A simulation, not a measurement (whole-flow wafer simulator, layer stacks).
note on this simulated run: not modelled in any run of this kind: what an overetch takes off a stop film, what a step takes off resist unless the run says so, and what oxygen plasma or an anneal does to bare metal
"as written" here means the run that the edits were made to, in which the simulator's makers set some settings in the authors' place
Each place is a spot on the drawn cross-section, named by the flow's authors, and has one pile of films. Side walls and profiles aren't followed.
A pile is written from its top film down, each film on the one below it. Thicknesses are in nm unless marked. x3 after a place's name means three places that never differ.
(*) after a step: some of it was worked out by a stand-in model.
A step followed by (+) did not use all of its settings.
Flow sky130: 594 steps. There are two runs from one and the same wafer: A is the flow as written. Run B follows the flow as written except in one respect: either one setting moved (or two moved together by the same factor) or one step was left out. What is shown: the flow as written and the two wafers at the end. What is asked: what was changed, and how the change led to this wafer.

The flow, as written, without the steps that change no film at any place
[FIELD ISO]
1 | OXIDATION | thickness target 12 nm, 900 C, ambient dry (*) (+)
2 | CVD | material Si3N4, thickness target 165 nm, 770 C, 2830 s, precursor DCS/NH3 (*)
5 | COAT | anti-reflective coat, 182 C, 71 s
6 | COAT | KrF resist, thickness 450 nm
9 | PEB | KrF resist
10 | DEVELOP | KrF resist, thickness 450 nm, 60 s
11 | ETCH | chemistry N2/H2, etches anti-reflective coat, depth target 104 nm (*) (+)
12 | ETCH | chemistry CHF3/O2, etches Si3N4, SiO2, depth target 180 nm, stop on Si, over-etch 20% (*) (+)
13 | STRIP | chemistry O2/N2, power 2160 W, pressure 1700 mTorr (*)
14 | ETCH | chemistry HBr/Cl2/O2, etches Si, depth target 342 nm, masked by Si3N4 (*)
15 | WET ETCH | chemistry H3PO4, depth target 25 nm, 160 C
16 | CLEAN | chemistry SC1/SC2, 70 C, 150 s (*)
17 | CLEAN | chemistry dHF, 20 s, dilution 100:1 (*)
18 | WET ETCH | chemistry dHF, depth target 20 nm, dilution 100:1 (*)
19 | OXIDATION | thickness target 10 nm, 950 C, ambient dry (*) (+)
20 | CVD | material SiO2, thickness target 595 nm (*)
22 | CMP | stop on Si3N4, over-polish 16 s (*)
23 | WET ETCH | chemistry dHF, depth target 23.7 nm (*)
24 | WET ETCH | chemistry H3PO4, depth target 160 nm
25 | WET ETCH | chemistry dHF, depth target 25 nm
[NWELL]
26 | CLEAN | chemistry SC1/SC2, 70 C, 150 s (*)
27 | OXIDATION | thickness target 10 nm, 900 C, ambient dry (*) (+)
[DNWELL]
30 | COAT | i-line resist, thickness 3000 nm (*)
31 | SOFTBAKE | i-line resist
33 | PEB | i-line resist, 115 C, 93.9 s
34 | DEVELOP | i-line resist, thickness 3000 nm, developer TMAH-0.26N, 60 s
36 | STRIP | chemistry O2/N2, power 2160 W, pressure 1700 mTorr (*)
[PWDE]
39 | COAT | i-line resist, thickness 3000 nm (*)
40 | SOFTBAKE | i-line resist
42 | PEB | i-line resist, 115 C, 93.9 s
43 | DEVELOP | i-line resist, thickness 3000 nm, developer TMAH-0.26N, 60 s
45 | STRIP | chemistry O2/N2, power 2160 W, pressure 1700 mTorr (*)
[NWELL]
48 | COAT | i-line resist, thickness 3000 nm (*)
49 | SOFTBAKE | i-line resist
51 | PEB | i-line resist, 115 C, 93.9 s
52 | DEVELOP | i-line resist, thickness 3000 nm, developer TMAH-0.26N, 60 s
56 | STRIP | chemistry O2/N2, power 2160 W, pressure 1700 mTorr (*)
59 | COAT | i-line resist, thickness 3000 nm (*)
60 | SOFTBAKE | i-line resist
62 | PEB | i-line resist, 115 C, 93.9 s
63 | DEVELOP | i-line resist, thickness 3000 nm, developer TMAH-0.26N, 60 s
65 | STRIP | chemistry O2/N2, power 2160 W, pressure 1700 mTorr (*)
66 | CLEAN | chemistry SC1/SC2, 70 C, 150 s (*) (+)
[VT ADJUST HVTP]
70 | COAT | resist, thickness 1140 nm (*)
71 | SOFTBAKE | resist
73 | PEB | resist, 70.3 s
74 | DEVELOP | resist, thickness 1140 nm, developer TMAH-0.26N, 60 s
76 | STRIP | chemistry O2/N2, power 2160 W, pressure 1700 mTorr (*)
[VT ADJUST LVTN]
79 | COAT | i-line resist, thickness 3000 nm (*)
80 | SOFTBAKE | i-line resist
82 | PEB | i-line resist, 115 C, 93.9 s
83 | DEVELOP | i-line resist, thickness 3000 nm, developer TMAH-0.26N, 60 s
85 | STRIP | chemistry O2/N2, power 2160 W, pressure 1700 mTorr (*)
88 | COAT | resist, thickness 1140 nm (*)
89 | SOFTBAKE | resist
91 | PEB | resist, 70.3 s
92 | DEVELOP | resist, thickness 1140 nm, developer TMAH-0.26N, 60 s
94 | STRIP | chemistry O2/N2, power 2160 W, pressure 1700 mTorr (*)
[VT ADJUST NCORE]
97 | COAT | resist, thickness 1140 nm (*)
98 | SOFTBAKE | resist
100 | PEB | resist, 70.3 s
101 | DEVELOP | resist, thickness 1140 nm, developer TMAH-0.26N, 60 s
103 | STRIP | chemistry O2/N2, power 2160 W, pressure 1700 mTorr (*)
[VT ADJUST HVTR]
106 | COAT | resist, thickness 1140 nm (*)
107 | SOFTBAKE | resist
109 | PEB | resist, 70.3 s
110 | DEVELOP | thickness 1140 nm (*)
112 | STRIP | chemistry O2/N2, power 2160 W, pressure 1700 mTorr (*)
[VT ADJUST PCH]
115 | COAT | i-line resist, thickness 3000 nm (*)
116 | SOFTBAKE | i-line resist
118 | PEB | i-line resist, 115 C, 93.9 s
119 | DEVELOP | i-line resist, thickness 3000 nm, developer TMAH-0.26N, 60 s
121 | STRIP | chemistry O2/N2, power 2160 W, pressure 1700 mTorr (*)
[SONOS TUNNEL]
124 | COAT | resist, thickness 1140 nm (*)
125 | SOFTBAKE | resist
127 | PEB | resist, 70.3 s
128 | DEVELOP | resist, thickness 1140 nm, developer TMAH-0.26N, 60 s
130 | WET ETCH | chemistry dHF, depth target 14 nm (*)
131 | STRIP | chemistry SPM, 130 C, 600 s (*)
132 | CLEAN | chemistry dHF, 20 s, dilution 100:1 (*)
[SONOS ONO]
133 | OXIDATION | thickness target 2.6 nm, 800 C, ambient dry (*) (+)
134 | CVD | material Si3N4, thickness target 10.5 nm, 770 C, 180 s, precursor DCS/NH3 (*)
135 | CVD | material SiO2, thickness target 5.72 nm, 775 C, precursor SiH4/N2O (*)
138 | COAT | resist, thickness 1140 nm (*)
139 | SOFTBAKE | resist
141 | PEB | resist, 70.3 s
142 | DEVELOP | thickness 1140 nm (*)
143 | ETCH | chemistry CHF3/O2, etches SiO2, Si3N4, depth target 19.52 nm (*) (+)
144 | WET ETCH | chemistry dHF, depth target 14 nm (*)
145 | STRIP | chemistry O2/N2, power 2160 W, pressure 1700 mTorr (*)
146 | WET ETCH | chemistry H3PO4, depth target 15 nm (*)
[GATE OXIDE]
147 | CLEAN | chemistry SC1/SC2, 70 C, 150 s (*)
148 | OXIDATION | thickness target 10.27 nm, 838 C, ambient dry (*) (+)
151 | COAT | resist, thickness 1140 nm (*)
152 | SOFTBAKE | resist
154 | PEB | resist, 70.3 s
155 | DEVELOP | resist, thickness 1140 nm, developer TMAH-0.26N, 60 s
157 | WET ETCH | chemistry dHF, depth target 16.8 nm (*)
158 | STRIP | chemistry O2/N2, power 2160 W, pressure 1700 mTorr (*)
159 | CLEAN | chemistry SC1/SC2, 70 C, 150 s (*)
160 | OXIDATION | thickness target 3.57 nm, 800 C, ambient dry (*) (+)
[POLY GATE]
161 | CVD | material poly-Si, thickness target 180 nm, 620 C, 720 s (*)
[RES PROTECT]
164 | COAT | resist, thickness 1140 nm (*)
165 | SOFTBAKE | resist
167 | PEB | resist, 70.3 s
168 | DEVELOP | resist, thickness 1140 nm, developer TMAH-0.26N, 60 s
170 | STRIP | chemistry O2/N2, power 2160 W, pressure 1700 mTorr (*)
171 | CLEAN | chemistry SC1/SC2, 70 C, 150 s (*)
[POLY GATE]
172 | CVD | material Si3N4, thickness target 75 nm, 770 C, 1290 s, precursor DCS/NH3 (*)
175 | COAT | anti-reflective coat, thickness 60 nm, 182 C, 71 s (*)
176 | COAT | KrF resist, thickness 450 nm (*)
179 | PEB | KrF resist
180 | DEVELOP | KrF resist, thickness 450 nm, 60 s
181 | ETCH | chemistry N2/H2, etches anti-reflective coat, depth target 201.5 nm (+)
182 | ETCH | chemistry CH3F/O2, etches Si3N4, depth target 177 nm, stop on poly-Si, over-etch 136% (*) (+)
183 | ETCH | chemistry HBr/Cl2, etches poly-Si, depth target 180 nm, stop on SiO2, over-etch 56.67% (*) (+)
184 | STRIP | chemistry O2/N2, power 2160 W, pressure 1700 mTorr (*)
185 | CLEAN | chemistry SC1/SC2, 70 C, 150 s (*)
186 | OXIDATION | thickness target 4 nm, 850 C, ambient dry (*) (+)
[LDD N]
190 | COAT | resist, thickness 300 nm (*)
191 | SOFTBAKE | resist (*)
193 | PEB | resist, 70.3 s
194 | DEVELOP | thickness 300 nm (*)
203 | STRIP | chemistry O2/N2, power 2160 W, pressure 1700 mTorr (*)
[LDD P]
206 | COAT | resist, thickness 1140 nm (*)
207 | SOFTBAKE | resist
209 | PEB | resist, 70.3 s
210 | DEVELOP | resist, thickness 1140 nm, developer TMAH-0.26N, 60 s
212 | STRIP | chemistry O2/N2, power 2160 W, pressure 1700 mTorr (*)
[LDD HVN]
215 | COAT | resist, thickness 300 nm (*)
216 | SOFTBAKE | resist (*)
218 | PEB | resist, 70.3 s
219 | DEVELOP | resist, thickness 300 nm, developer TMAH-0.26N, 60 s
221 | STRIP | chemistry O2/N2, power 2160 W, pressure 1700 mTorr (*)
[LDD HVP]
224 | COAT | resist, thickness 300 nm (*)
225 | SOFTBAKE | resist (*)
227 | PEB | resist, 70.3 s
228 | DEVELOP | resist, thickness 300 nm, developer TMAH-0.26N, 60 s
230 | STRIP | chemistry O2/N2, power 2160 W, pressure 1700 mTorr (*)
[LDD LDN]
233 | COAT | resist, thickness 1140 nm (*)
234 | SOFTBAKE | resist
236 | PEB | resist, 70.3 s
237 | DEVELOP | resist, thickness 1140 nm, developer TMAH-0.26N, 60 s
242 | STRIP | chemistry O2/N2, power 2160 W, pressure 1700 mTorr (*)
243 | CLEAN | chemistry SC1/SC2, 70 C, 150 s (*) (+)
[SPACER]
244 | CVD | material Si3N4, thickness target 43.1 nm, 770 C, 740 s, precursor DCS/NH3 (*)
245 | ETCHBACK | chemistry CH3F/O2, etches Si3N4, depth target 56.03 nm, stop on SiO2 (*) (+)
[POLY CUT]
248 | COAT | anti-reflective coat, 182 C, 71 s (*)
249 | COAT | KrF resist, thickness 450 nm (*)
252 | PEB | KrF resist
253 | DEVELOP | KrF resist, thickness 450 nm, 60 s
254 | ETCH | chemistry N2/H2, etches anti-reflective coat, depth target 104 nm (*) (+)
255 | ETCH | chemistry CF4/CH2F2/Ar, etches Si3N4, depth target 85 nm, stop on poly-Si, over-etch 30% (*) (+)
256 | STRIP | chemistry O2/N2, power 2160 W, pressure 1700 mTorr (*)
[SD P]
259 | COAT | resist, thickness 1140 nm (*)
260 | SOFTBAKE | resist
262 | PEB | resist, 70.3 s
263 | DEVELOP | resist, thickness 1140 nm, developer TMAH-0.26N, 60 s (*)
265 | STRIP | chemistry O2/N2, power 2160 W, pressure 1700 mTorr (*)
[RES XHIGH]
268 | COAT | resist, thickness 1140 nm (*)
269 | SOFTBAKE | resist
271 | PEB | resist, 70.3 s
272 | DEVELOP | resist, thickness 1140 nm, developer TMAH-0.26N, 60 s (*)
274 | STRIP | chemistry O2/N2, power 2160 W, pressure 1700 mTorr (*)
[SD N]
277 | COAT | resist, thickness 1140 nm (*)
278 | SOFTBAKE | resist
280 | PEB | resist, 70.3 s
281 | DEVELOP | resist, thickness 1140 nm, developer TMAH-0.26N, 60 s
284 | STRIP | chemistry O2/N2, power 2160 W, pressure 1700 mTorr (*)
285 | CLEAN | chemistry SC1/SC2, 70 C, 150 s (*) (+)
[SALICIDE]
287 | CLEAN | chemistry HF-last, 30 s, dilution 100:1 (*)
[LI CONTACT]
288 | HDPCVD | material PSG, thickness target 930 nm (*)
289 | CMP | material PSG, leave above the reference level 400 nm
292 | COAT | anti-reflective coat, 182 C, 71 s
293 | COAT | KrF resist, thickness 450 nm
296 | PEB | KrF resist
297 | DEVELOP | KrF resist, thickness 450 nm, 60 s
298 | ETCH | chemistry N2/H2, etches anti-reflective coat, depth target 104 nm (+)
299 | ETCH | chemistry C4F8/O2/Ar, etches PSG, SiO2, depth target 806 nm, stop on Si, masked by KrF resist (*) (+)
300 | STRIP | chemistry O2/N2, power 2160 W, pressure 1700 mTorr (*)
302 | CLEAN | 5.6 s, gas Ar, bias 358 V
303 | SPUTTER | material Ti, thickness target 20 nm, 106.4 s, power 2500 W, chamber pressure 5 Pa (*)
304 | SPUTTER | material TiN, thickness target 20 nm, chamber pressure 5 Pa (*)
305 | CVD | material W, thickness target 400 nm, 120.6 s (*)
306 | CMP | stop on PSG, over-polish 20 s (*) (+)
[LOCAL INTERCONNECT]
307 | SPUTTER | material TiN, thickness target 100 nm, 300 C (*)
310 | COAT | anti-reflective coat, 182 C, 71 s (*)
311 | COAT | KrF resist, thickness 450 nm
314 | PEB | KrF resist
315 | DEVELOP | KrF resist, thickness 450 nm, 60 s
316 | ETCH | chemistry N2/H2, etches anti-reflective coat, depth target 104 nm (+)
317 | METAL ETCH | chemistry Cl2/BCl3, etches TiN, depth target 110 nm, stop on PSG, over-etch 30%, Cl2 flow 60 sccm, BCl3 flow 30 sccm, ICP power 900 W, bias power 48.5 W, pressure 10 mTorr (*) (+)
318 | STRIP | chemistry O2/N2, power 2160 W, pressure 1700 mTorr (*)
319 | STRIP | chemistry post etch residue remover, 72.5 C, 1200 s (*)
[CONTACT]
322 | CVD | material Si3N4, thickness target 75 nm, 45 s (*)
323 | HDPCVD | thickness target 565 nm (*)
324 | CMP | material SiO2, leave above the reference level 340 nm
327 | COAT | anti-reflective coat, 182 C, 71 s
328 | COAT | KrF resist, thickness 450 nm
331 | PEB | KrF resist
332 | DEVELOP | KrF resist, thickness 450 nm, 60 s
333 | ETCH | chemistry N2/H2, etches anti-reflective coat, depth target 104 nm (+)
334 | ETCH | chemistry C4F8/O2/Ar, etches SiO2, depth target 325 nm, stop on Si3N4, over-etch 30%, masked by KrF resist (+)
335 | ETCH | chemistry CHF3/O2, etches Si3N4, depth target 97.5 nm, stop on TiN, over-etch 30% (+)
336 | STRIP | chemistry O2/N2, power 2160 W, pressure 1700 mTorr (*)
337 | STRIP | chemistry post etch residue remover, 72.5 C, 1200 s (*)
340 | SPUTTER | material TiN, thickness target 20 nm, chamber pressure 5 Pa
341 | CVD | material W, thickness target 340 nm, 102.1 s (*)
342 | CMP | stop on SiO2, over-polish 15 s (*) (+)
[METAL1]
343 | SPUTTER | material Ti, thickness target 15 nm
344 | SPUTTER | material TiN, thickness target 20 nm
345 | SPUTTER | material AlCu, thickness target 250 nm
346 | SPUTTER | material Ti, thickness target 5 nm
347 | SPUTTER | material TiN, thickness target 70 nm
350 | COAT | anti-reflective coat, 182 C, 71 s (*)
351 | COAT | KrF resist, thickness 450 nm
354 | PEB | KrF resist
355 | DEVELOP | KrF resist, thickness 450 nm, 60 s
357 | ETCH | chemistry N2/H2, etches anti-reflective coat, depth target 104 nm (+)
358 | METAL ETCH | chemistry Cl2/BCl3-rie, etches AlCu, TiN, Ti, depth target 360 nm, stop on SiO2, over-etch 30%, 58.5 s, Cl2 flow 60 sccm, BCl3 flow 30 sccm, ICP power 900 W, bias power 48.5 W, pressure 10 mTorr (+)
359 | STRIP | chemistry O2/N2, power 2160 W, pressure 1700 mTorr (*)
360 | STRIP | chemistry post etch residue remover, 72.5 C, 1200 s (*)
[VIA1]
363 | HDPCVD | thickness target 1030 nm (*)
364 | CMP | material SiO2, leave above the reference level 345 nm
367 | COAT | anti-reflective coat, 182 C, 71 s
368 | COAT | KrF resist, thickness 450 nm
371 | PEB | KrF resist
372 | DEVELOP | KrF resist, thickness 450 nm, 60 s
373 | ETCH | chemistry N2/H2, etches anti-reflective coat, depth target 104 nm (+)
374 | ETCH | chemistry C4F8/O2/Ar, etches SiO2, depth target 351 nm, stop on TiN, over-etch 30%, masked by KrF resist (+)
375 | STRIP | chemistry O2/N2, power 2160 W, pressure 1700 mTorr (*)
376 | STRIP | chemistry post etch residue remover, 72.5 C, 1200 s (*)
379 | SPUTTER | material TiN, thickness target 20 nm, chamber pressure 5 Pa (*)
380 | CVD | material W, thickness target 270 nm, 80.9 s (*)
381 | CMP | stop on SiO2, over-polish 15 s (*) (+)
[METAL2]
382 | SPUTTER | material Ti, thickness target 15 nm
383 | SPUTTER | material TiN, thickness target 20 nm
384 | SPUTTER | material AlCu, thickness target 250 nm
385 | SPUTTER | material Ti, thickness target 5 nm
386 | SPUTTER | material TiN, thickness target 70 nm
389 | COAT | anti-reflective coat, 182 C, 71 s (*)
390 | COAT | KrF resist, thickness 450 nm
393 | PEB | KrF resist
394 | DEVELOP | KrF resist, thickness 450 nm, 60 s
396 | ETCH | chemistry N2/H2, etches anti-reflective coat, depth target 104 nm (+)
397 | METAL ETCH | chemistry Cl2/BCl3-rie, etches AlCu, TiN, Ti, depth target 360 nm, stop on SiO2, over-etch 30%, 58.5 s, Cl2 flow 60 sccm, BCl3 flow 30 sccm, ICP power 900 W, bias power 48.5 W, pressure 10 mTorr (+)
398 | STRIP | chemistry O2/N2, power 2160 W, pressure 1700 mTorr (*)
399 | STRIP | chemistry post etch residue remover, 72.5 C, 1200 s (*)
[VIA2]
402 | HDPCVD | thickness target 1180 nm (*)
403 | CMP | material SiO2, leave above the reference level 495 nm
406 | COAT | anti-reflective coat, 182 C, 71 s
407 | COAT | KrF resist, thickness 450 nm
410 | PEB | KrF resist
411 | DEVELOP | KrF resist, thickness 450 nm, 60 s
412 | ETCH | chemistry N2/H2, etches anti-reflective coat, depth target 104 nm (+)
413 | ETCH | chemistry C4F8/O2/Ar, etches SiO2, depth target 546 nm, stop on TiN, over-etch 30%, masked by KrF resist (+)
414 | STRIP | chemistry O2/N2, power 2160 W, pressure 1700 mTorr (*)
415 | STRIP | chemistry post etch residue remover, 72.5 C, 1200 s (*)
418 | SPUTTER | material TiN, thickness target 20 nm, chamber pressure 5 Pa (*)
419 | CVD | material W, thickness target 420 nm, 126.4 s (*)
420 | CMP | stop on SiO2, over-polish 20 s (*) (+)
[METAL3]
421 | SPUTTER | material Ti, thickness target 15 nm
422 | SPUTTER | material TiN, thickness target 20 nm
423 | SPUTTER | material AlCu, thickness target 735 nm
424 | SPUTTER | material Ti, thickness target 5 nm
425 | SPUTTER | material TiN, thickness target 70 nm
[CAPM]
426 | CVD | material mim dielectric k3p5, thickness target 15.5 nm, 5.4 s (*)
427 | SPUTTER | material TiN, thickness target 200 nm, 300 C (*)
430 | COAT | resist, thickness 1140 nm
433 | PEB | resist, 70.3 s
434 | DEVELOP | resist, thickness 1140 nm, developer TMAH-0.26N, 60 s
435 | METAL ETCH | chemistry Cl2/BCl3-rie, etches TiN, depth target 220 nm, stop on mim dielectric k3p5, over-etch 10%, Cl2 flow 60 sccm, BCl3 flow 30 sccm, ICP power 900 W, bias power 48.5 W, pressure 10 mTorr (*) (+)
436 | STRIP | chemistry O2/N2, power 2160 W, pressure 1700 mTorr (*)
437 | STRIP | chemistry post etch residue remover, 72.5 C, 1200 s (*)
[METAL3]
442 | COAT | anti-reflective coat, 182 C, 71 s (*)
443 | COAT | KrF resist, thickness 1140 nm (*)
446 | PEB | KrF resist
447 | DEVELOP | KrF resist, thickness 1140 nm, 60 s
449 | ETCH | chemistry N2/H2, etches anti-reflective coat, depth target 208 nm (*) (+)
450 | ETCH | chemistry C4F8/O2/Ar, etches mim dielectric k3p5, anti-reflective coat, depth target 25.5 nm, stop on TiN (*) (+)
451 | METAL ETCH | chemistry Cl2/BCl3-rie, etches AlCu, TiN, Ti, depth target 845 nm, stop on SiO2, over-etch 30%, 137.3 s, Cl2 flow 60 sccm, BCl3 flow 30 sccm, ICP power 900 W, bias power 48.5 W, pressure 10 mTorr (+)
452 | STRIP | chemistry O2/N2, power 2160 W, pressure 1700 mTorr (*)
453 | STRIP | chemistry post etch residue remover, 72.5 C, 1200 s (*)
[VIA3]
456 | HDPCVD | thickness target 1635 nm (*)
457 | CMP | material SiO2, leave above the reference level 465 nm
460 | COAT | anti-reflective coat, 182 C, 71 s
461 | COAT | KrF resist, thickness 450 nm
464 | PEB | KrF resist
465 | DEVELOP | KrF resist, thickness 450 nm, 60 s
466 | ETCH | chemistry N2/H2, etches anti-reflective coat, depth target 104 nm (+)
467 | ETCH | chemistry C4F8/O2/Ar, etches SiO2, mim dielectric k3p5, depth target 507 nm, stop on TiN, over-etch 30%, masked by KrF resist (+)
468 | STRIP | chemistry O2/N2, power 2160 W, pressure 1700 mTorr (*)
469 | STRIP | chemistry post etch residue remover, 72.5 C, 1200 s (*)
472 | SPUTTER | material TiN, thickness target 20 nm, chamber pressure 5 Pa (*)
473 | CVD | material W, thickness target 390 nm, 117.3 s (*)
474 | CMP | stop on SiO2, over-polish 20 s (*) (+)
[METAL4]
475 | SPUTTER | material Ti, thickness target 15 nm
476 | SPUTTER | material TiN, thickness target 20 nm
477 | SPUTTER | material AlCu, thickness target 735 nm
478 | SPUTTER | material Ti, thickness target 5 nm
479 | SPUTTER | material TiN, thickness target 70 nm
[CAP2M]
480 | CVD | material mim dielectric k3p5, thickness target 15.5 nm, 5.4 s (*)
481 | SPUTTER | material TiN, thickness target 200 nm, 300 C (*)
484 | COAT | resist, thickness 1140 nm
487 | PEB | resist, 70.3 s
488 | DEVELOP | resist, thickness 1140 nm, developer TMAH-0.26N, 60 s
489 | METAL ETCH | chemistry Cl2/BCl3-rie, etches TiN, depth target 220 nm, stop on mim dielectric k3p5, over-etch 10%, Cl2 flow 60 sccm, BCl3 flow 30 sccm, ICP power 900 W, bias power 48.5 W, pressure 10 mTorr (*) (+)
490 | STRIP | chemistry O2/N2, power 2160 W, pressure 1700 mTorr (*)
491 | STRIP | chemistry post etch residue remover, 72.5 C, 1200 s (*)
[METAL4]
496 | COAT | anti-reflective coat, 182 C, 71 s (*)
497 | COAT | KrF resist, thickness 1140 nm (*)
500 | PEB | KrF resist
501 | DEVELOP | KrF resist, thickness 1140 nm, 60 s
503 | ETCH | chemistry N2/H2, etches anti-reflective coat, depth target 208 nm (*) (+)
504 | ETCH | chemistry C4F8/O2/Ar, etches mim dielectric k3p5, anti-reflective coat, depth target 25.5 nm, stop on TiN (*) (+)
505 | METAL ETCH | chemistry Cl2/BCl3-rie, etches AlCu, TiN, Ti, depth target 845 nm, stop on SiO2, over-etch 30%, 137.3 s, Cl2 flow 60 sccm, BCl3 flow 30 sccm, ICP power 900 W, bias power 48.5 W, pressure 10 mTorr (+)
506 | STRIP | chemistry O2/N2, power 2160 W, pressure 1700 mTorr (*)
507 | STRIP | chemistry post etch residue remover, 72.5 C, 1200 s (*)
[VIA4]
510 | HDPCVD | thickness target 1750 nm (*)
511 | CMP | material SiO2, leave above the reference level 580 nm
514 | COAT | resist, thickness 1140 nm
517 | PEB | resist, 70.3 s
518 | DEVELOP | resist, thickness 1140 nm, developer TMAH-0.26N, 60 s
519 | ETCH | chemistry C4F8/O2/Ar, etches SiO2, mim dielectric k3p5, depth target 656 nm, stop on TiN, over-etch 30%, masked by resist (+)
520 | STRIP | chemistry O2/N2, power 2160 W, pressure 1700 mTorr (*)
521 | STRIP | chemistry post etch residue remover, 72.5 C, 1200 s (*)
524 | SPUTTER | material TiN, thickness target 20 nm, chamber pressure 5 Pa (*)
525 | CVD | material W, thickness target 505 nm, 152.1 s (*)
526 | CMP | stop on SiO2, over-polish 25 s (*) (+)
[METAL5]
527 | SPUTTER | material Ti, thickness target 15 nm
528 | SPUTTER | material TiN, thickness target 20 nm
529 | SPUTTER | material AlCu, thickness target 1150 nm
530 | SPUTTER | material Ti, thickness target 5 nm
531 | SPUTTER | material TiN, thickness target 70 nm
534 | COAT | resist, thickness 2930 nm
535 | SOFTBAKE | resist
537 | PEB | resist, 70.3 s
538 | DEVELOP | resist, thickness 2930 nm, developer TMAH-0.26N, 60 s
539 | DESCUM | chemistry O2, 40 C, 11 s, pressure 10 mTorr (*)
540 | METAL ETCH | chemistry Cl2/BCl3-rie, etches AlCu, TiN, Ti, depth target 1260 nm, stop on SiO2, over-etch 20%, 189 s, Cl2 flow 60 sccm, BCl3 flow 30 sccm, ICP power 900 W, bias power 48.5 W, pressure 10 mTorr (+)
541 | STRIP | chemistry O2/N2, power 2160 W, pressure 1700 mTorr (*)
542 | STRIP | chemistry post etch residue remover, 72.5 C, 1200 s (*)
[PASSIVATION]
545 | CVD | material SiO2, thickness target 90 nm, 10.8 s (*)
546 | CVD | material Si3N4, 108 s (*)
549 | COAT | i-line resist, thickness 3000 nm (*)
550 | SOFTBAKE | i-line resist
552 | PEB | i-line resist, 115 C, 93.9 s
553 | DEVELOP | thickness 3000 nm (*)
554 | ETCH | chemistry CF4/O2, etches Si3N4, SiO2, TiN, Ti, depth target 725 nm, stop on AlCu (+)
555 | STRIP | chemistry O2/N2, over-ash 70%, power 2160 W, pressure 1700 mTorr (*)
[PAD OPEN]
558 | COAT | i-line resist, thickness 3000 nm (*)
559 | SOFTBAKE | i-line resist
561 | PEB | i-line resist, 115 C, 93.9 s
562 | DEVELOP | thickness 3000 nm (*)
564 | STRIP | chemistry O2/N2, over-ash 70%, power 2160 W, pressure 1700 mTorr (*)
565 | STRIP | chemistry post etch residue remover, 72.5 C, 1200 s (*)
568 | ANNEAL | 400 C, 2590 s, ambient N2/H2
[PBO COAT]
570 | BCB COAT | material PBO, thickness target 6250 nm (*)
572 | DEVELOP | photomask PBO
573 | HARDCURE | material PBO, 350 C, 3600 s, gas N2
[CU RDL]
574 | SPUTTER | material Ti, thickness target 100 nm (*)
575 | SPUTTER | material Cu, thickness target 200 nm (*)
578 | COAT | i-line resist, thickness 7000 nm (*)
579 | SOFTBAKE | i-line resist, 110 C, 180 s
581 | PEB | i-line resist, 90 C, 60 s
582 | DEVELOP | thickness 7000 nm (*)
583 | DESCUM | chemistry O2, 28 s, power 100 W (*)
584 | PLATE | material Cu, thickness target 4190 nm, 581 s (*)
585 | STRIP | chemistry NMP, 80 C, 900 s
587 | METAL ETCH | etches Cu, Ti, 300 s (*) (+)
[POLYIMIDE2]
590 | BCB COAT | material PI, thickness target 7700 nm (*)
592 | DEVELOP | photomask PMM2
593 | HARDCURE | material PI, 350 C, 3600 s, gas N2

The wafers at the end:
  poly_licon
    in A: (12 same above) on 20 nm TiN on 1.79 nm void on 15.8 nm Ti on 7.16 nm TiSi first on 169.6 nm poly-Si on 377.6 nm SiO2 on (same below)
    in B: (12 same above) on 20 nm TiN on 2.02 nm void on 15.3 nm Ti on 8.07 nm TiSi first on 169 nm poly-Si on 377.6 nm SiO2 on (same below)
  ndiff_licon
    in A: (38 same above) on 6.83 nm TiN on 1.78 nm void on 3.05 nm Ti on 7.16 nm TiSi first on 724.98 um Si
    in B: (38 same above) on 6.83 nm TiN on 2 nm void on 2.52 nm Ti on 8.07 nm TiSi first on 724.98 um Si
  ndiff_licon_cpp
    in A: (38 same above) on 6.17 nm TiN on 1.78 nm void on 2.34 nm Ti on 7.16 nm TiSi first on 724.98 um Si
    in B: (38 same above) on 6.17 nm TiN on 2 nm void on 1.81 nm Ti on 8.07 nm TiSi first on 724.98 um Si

The reason: step 568, ANNEAL: 3626 s was run, while the flow as written has 2590 s.

How this came from the change, step by step:
  568 | ANNEAL | 400 C, 2590 s, ambient N2/H2
      poly_licon, rpo_hd_licon: A under 11 films: +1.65 void (new film), -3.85 Ti, +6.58 TiSi first (new film), -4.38 poly-Si | B under 11 films: +1.89 void (new film), -4.42 Ti, +7.56 TiSi first (new film), -5.03 poly-Si
      ndiff_licon, ndiff_licon_cpp: A under 37 films: +1.63 void (new film), -3.85 Ti, +6.58 TiSi first (new film), -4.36 Si | B under 37 films: +1.87 void (new film), -4.42 Ti, +7.56 TiSi first (new film), -5.01 Si
